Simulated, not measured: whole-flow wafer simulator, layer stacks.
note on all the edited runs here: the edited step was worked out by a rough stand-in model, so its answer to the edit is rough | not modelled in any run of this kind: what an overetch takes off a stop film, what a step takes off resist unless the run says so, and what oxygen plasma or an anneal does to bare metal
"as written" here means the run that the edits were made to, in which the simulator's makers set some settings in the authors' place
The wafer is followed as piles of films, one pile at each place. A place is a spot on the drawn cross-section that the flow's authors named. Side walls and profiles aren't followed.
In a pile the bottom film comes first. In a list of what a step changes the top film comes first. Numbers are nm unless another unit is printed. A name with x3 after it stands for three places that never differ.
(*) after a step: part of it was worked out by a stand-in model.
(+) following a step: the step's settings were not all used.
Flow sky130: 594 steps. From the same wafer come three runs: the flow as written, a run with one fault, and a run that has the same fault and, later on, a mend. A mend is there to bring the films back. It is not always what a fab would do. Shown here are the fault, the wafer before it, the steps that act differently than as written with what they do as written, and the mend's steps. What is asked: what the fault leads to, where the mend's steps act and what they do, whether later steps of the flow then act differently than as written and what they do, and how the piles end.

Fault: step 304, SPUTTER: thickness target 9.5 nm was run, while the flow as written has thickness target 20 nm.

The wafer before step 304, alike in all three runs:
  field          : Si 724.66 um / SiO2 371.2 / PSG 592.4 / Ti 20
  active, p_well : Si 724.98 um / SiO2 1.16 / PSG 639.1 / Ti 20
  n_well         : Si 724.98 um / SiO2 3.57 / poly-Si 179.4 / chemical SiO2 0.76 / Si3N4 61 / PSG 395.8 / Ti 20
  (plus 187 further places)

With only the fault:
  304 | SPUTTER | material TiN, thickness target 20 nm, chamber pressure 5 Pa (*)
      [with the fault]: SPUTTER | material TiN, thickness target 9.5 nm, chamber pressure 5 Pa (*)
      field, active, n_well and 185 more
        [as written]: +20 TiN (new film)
        [with the fault]: +9.5 TiN (new film)
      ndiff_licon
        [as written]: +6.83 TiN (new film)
        [with the fault]: +3.3 TiN (new film)
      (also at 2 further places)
  Steps further on in the flow that do not act as written (1 more step, not shown, differs only slightly: by at most 2% or 0.5 nm, whichever is larger):
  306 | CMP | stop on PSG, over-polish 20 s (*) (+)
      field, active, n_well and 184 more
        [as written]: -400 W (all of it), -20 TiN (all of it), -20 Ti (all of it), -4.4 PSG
        [with the fault]: -400 W (all of it), -9.5 TiN (all of it), -20 Ti (all of it), -4.4 PSG
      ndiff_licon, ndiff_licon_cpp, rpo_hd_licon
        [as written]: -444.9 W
        [with the fault]: -434.4 W
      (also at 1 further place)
  By the end, the piles at poly_licon, ndiff_licon, ndiff_licon_cpp, rpo_hd_licon depart from the flow's by more than 2% or 0.5 nm, whichever is larger.
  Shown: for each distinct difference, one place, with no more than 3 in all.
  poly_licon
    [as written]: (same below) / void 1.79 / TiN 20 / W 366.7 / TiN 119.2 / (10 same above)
    [with the fault]: (same below) / void 1.79 / TiN 9.5 / W 377.2 / TiN 119.2 / (10 same above)
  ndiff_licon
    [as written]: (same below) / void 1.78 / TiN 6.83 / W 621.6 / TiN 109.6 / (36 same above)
    [with the fault]: (same below) / void 1.78 / TiN 3.3 / W 625.2 / TiN 109.6 / (36 same above)
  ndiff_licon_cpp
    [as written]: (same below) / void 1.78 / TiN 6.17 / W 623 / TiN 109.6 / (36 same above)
    [with the fault]: (same below) / void 1.78 / TiN 2.98 / W 626.2 / TiN 109.6 / (36 same above)

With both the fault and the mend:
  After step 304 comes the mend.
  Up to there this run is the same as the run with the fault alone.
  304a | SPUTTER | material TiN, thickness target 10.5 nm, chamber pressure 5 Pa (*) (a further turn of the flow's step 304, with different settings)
      field, active, n_well and 185 more
        +10.5 TiN
      ndiff_licon
        +3.53 TiN
      ndiff_licon_cpp
        +3.19 TiN
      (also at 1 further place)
  Every later step of the flow that is run acts as written, at every place that is followed, to within 2% or 0.5 nm, whichever is larger.
  When the end is reached, the piles differ only a little from the flow's at the places that both follow, at most by 2% or 0.5 nm, whichever is larger.
